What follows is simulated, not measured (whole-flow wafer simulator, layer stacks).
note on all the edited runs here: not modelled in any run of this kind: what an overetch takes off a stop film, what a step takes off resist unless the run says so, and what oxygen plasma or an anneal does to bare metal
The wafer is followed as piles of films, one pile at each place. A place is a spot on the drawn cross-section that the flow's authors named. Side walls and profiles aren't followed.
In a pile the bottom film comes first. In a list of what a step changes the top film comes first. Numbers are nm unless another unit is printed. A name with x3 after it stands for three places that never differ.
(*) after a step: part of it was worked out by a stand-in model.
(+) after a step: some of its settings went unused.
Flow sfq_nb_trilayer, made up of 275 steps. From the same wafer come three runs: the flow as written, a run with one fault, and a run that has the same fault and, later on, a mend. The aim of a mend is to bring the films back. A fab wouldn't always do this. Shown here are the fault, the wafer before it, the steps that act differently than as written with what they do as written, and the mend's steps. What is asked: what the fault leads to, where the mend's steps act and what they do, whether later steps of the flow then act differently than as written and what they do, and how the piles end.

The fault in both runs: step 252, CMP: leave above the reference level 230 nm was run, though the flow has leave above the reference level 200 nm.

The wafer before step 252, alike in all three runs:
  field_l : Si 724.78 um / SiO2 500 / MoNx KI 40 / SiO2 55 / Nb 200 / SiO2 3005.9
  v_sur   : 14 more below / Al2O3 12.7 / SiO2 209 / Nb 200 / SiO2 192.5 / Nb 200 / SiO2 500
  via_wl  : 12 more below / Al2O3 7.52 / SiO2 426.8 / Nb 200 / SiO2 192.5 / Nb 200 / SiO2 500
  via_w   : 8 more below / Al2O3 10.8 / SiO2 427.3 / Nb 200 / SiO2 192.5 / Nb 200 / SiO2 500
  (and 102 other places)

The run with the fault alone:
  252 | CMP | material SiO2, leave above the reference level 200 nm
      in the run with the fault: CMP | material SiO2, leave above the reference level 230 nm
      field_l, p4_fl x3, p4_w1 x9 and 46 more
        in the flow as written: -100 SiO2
        in the run with the fault: -70 SiO2
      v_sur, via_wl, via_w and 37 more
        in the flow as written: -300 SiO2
        in the run with the fault: -270 SiO2
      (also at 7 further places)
  Steps later in the flow that act otherwise than as written (3 other steps are not shown; they differ only slightly, by no more than 2% or 0.5 nm, whichever is larger):
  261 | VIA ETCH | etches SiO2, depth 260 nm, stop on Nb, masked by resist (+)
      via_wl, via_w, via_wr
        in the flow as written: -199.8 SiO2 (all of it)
        in the run with the fault: -229.8 SiO2 (all of it)
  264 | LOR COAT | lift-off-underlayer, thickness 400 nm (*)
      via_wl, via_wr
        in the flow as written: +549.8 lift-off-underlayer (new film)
        in the run with the fault: +572.2 lift-off-underlayer (new film)
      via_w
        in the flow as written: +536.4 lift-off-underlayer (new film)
        in the run with the fault: +556.9 lift-off-underlayer (new film)
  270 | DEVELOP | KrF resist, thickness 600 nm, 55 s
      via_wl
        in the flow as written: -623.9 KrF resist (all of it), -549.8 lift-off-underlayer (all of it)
        in the run with the fault: -627.6 KrF resist (all of it), -572.2 lift-off-underlayer (all of it)
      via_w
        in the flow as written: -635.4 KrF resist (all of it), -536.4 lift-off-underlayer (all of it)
        in the run with the fault: -640.9 KrF resist (all of it), -556.9 lift-off-underlayer (all of it)
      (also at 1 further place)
  By the end, the piles at v_sur, via_sp, via_v and 83 more depart from the flow's by more than 2% or 0.5 nm, whichever is larger.
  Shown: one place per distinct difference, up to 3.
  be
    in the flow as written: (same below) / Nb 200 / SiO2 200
    in the run with the fault: (same below) / Nb 200 / SiO2 230
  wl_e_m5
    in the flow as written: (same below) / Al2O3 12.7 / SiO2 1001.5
    in the run with the fault: (same below) / Al2O3 12.7 / SiO2 1031.5
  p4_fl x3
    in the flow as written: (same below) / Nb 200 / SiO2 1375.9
    in the run with the fault: (same below) / Nb 200 / SiO2 1405.9

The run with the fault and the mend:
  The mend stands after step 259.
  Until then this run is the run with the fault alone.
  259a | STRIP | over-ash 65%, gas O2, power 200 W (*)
      field_l, v_sur, via_sp and 100 more
        -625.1 KrF resist (all of it), -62 anti-reflective coat (all of it)
      via_wl, via_w, via_wr
        -62 anti-reflective coat (all of it)
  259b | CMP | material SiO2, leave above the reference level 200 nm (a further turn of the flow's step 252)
      field_l, v_sur, via_wl and 103 more
        -30 SiO2
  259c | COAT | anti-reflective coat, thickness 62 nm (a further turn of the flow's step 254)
      field_l, v_sur, via_wl and 103 more
        +62 anti-reflective coat (new film)
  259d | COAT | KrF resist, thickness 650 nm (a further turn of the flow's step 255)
      field_l, v_sur, via_wl and 103 more
        +650 KrF resist (new film)
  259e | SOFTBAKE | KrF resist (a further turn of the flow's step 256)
      alters no film at any place that is followed
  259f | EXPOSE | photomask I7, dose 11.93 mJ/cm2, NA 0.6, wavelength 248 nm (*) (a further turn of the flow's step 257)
      alters no film at any place that is followed
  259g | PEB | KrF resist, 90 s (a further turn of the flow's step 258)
      field_l, v_sur, via_wl and 103 more
        -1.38 KrF resist
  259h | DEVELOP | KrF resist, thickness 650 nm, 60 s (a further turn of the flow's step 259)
      field_l, v_sur, via_sp and 100 more
        -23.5 KrF resist
      via_wl, via_w, via_wr
        -648.6 KrF resist (all of it)
  Every later step of the flow that is run acts as written at every place that is followed.
  The piles end the same as the flow's at every place that both follow.
